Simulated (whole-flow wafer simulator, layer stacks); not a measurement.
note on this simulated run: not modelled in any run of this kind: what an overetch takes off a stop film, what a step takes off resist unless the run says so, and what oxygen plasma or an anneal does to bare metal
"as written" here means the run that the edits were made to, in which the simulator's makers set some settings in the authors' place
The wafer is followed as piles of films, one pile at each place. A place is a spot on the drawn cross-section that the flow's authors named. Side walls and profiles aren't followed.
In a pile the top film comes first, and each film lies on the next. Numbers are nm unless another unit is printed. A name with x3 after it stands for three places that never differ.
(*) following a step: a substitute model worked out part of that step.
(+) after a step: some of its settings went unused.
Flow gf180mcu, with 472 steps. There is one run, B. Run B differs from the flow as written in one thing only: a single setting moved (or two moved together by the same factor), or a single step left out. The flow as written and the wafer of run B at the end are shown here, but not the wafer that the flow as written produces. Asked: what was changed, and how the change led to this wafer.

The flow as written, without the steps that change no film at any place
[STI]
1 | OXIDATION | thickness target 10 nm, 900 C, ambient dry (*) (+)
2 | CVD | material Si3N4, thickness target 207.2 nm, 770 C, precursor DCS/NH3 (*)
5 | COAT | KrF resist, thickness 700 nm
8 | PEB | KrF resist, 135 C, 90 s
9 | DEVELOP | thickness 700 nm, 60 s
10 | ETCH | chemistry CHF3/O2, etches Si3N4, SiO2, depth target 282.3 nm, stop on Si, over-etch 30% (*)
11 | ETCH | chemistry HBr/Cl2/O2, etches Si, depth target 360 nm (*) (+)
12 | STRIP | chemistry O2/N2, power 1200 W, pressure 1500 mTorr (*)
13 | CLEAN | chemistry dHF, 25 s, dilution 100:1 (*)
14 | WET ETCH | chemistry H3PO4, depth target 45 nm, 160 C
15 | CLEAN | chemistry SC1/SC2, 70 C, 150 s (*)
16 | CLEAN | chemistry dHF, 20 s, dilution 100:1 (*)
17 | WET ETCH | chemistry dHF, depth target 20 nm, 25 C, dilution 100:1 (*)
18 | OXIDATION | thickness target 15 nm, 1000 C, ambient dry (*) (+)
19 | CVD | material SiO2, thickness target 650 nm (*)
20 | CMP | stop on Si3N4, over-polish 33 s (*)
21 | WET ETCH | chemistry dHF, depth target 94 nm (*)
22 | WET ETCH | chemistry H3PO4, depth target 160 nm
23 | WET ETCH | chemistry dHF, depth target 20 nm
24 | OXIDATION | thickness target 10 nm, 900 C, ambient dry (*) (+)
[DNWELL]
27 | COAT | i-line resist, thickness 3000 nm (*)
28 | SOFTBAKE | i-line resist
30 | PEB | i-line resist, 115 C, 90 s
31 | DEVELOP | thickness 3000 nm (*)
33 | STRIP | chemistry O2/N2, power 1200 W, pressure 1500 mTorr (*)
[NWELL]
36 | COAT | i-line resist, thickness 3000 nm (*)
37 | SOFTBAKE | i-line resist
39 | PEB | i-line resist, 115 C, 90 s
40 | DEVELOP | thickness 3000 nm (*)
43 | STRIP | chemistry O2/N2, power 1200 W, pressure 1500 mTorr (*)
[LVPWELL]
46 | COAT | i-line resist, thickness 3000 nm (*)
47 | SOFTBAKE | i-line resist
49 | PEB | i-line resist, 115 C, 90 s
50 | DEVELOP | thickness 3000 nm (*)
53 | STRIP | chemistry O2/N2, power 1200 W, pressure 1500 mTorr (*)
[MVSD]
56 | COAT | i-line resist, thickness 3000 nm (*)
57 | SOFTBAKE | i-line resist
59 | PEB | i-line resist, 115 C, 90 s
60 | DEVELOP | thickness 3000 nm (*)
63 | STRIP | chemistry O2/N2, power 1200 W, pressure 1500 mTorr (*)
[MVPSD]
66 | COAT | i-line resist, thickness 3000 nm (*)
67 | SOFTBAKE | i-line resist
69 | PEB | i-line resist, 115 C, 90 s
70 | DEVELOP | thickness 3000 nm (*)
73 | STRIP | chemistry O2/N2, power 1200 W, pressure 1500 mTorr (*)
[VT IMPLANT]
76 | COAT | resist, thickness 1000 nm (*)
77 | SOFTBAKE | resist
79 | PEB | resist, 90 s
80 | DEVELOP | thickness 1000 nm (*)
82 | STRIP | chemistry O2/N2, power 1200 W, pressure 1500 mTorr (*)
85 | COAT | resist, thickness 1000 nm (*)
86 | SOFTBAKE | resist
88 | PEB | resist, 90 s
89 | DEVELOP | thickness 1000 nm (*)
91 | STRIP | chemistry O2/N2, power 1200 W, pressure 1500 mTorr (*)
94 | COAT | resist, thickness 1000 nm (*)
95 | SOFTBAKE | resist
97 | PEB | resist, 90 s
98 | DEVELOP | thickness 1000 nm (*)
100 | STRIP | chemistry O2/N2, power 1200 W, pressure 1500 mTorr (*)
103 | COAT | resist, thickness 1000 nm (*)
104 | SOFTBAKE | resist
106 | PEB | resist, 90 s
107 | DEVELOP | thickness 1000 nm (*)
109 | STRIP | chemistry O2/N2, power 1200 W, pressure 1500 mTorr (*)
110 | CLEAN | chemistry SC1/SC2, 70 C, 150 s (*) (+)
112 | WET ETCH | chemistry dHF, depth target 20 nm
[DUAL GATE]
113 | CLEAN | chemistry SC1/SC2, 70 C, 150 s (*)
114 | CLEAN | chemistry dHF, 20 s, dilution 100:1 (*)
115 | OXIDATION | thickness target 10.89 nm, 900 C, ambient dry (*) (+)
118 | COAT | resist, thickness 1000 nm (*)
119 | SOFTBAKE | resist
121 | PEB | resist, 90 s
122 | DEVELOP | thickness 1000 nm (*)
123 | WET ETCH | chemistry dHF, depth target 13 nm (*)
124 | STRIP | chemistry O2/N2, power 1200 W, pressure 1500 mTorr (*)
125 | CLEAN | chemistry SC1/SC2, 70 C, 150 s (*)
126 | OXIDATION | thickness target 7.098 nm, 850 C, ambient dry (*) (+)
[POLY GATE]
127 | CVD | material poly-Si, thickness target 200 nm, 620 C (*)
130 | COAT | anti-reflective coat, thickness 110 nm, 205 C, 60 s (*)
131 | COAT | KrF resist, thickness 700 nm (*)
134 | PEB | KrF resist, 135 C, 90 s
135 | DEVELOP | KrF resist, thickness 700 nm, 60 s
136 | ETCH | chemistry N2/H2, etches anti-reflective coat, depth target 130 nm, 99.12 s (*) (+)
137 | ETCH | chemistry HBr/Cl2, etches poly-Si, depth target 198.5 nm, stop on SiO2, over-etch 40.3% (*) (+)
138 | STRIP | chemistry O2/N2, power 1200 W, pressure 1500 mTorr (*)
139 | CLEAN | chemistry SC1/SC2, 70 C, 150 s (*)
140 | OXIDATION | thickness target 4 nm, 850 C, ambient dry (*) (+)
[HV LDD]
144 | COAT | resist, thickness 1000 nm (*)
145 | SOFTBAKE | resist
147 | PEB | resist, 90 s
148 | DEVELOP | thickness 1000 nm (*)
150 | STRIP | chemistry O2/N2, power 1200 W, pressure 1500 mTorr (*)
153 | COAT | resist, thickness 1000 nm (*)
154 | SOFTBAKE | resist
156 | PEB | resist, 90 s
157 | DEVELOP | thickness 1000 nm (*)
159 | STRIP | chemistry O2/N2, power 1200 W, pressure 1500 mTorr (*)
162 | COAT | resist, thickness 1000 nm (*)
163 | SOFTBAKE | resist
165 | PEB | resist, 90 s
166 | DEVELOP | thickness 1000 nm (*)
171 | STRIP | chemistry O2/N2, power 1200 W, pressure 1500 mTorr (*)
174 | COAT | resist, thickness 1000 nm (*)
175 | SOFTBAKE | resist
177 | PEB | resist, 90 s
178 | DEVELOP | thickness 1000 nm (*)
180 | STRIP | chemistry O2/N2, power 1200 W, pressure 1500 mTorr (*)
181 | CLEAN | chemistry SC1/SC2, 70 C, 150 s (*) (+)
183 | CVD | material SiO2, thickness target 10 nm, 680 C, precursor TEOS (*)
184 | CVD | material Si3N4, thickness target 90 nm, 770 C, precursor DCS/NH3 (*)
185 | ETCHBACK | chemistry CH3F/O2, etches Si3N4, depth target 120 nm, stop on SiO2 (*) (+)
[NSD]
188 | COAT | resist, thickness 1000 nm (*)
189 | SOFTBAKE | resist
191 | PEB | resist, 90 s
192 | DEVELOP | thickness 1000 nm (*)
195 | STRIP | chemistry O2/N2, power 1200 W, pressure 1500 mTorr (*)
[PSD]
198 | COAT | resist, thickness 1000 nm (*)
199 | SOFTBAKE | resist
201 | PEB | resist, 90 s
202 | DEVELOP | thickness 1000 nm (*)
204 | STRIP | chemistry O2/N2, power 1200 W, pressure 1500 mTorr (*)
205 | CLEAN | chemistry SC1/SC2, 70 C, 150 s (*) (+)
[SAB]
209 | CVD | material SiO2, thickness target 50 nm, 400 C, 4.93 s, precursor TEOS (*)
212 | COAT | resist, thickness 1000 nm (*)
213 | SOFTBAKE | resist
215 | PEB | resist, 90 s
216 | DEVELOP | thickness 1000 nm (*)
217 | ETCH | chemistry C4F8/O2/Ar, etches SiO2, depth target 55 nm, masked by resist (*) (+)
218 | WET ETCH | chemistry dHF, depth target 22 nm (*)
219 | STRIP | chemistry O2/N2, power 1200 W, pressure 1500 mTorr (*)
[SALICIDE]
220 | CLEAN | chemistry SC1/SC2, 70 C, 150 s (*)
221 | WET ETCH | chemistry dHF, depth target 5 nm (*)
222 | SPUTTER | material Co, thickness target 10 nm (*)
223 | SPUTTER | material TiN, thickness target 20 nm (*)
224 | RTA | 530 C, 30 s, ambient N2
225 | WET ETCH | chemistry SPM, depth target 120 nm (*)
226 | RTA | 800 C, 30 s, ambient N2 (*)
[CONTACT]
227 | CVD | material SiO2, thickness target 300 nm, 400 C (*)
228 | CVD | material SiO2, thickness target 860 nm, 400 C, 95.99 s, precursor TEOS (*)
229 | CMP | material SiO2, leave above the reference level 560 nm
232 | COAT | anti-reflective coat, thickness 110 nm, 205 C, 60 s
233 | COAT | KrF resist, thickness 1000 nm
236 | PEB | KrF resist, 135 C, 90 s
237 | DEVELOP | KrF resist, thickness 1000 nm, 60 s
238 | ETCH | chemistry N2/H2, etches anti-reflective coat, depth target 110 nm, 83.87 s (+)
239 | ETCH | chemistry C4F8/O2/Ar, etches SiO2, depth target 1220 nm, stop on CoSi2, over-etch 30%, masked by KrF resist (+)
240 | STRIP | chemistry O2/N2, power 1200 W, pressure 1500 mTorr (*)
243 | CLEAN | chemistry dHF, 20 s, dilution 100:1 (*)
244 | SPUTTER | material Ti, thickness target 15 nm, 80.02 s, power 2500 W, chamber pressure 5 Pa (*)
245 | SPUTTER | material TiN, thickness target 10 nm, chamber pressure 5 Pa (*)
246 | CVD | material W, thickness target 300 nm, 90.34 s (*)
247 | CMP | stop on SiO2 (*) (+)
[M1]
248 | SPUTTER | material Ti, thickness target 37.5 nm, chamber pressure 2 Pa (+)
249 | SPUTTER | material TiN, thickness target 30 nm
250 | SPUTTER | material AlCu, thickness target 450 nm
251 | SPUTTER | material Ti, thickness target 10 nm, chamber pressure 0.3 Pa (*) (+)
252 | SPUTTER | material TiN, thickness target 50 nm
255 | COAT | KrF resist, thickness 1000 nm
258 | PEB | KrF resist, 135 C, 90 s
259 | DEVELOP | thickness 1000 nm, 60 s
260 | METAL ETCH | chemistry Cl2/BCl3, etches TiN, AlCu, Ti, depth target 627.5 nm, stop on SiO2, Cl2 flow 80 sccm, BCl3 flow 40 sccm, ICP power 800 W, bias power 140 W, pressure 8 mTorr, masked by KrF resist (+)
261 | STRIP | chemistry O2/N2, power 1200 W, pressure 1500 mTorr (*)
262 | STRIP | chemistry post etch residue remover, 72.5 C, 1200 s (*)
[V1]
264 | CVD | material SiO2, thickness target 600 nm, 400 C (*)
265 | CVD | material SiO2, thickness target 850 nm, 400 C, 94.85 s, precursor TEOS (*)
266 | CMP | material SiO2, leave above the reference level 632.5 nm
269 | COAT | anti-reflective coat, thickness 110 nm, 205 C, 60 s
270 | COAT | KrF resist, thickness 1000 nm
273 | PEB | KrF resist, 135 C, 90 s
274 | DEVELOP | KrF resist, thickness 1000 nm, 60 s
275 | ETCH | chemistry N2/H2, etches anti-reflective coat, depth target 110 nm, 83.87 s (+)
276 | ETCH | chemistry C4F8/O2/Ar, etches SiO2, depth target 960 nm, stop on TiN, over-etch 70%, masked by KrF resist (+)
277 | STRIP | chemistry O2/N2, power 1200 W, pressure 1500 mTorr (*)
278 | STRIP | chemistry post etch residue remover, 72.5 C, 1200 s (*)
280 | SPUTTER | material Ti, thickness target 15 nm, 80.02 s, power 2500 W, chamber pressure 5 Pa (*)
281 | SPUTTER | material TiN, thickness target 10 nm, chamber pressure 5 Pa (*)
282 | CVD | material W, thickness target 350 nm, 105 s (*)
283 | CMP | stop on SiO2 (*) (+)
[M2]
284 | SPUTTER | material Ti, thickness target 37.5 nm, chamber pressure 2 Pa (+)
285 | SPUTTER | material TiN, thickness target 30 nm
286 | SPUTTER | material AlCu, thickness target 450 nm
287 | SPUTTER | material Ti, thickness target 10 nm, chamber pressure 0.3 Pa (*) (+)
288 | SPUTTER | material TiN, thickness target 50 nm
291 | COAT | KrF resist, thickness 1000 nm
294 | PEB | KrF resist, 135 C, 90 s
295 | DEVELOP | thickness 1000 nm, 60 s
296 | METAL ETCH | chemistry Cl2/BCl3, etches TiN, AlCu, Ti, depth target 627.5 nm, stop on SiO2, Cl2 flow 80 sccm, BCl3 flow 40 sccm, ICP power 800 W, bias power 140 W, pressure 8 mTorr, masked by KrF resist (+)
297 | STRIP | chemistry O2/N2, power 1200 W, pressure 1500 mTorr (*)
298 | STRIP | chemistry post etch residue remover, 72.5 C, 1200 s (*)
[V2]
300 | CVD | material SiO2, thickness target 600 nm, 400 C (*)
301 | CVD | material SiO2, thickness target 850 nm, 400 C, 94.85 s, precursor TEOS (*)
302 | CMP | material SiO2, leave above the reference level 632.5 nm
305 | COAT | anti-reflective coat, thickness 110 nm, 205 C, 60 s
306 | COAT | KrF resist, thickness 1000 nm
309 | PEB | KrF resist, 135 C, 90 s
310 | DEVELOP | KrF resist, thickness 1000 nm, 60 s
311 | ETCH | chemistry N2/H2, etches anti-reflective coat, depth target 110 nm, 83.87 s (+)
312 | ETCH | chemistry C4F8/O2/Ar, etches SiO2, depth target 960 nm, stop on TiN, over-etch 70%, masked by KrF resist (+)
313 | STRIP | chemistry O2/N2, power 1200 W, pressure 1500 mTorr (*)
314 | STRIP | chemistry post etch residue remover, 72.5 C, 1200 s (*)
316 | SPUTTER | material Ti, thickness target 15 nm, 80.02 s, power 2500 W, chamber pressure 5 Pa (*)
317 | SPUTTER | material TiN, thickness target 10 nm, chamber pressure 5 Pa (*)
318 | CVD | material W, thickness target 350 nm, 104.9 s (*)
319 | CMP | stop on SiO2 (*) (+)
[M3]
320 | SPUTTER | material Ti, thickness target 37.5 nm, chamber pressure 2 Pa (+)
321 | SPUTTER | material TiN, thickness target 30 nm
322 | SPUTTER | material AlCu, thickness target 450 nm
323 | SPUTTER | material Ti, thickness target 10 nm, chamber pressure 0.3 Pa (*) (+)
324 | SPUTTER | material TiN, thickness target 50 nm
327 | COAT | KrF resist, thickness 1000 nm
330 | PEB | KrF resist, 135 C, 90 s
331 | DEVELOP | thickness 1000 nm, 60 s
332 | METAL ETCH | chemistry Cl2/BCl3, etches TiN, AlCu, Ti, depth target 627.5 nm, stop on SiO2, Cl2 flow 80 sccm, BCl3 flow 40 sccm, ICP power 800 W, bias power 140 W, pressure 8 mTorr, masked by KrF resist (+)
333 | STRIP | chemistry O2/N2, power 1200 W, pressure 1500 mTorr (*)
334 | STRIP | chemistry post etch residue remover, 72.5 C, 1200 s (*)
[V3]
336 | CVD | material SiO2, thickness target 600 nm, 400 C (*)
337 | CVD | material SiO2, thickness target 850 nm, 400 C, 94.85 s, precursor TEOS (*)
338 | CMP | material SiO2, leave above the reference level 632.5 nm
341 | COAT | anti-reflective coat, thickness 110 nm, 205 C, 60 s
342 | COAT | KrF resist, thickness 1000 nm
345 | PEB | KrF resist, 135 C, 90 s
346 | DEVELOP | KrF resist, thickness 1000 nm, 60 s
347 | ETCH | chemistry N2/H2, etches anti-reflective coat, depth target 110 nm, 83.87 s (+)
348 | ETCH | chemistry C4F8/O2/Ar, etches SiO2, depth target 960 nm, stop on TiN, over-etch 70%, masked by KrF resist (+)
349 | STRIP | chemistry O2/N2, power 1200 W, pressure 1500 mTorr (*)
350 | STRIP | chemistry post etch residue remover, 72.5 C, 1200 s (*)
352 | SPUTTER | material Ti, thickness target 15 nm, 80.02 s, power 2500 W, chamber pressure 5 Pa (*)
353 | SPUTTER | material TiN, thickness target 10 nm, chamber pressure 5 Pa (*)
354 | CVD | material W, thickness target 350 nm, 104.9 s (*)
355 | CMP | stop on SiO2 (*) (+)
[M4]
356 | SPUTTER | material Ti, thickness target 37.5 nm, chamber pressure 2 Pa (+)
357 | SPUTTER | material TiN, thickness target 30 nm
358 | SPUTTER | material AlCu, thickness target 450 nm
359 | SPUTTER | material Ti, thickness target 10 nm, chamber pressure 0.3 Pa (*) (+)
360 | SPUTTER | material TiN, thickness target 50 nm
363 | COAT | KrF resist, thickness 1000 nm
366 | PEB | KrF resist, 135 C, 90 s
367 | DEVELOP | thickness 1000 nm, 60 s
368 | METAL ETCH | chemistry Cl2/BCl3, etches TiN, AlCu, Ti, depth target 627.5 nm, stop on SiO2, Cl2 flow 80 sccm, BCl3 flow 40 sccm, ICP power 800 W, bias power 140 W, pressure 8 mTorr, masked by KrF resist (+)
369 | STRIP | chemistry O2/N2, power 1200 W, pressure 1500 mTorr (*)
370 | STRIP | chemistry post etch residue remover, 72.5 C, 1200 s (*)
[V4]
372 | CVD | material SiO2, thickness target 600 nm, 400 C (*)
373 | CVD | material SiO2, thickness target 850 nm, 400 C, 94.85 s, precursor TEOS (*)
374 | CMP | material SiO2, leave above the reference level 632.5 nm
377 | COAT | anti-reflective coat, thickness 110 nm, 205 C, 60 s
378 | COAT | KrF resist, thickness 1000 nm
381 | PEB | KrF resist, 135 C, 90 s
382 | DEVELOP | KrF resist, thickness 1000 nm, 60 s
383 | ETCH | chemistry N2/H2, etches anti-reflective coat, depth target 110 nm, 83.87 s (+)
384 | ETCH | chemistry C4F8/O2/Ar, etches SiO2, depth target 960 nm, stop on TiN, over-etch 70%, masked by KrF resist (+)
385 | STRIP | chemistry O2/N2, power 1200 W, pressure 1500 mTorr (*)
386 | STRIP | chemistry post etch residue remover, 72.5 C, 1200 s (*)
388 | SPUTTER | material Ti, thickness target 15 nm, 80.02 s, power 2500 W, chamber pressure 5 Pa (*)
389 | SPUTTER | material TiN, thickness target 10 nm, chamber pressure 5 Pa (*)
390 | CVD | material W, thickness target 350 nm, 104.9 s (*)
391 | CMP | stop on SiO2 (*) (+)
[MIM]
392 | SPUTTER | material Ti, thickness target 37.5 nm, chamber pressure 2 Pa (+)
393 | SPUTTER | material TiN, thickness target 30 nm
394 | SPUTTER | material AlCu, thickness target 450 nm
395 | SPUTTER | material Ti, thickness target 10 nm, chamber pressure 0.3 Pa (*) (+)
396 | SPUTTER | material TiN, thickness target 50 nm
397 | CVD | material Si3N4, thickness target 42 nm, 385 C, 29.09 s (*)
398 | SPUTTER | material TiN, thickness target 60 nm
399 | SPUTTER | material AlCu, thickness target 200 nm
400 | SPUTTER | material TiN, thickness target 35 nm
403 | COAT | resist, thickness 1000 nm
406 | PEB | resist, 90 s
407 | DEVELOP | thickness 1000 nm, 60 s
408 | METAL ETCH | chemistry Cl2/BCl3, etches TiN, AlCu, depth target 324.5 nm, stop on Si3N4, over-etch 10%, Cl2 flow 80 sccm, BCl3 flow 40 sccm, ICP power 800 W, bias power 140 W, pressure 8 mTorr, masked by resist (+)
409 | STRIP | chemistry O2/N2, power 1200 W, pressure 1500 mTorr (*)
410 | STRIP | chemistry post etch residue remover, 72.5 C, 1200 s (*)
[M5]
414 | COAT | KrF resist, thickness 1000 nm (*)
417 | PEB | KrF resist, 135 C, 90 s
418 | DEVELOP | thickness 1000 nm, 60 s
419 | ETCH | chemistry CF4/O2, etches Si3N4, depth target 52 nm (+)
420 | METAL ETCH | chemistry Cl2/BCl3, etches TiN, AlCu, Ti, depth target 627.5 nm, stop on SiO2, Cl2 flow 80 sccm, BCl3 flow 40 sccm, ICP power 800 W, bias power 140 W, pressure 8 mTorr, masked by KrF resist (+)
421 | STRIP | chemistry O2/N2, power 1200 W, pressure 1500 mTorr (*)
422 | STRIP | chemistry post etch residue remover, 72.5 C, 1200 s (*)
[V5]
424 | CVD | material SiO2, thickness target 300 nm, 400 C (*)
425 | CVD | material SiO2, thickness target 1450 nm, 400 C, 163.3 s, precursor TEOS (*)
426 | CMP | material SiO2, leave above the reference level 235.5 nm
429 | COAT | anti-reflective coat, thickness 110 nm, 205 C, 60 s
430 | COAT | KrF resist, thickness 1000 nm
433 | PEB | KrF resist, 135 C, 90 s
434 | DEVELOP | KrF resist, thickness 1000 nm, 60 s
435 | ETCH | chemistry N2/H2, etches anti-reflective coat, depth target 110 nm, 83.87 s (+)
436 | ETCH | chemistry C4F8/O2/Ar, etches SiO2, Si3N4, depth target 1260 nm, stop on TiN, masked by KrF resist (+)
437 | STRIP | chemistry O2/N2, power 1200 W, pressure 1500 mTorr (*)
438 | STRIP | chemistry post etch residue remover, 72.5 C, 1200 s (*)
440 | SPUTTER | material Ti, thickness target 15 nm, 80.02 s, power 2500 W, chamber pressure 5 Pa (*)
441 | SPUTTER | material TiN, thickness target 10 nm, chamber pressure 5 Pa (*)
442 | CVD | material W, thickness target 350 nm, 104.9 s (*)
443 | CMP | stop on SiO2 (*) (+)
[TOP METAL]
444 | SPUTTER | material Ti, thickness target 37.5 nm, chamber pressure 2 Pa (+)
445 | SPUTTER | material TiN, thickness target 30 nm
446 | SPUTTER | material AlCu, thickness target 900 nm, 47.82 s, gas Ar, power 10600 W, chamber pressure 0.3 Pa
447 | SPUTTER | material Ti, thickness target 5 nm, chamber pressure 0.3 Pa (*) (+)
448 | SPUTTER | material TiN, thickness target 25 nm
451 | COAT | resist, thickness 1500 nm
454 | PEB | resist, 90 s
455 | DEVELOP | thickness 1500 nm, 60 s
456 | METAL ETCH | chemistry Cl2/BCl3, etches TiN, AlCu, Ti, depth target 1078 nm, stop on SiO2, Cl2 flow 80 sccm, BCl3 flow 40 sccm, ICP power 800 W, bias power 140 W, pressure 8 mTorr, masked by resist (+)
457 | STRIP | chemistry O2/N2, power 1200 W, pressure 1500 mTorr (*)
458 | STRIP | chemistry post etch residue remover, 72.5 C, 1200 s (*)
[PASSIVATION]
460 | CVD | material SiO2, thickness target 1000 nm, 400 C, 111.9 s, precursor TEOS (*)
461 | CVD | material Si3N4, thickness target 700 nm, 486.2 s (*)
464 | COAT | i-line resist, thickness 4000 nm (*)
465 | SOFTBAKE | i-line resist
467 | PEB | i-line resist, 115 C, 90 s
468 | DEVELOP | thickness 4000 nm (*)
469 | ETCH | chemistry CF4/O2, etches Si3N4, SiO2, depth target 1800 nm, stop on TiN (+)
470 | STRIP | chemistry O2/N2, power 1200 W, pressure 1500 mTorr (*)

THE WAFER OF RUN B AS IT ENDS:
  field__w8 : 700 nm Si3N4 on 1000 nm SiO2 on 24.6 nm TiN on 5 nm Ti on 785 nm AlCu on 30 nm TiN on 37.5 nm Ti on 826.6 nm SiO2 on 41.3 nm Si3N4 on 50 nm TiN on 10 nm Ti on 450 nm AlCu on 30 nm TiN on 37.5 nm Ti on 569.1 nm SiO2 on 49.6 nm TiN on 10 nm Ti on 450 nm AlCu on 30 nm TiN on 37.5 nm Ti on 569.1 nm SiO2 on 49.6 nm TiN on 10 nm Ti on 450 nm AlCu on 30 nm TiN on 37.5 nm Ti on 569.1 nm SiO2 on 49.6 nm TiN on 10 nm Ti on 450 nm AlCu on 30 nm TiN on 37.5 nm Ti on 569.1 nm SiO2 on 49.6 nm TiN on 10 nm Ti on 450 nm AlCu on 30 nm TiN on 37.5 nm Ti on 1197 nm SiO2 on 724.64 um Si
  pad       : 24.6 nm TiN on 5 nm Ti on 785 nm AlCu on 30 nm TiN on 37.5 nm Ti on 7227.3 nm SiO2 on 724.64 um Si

What caused this: step 446, SPUTTER: 41.84 s was run, though the flow has 47.82 s.

How this came from the change, step by step:
  446 | SPUTTER | material AlCu, thickness target 900 nm, 47.82 s, gas Ar, power 10600 W, chamber pressure 0.3 Pa
      field, field__w1, field__w2 and 109 more: +785 AlCu (new film) (it would be, as written: +900 AlCu (new film))
  456 | METAL ETCH | chemistry Cl2/BCl3, etches TiN, AlCu, Ti, depth target 1078 nm, stop on SiO2, Cl2 flow 80 sccm, BCl3 flow 40 sccm, ICP power 800 W, bias power 140 W, pressure 8 mTorr, masked by resist (+)
      field, field__w1, field__w2 and 103 more: -25 TiN (all of it), -5 Ti (all of it), -785 AlCu (all of it), -30 TiN (all of it), -37.5 Ti (all of it) (it would be, as written: -25 TiN (all of it), -5 Ti (all of it), -900 AlCu (all of it), -30 TiN (all of it), -37.5 Ti (all of it))
  464 | COAT | i-line resist, thickness 4000 nm (*)
      field__w8: +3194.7 i-line resist (new film) (it would be, as written: +3093.1 i-line resist (new film))
      contact: +3244.4 i-line resist (new film) (it would be, as written: +3153.6 i-line resist (new film))
      (also at 4 further places)
  465 | SOFTBAKE | i-line resist
      active_hv, ld_gate_n: +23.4 i-line resist (it would be, as written: +28.2 i-line resist)
      sd_p_hv, nw_enc_fld__w1: +30.9 i-line resist (it would be, as written: +36.6 i-line resist)
      (also at 65 further places)
  467 | PEB | i-line resist, 115 C, 90 s
      field__w8, m1__w1: -36.5 i-line resist (it would be, as written: -34.7 i-line resist)
      contact, m1: -36.8 i-line resist (it would be, as written: -35.1 i-line resist)
      (also at 2 further places)
  468 | DEVELOP | thickness 4000 nm (*)
      pad: -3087 i-line resist (all of it) (it would be, as written: -2974.8 i-line resist (all of it))
  470 | STRIP | chemistry O2/N2, power 1200 W, pressure 1500 mTorr (*)
      field__w8, m1__w1: -1898.5 i-line resist (all of it) (it would be, as written: -1787.7 i-line resist (all of it))
      contact: -1917.9 i-line resist (all of it) (it would be, as written: -1811.2 i-line resist (all of it))
      (also at 2 further places)
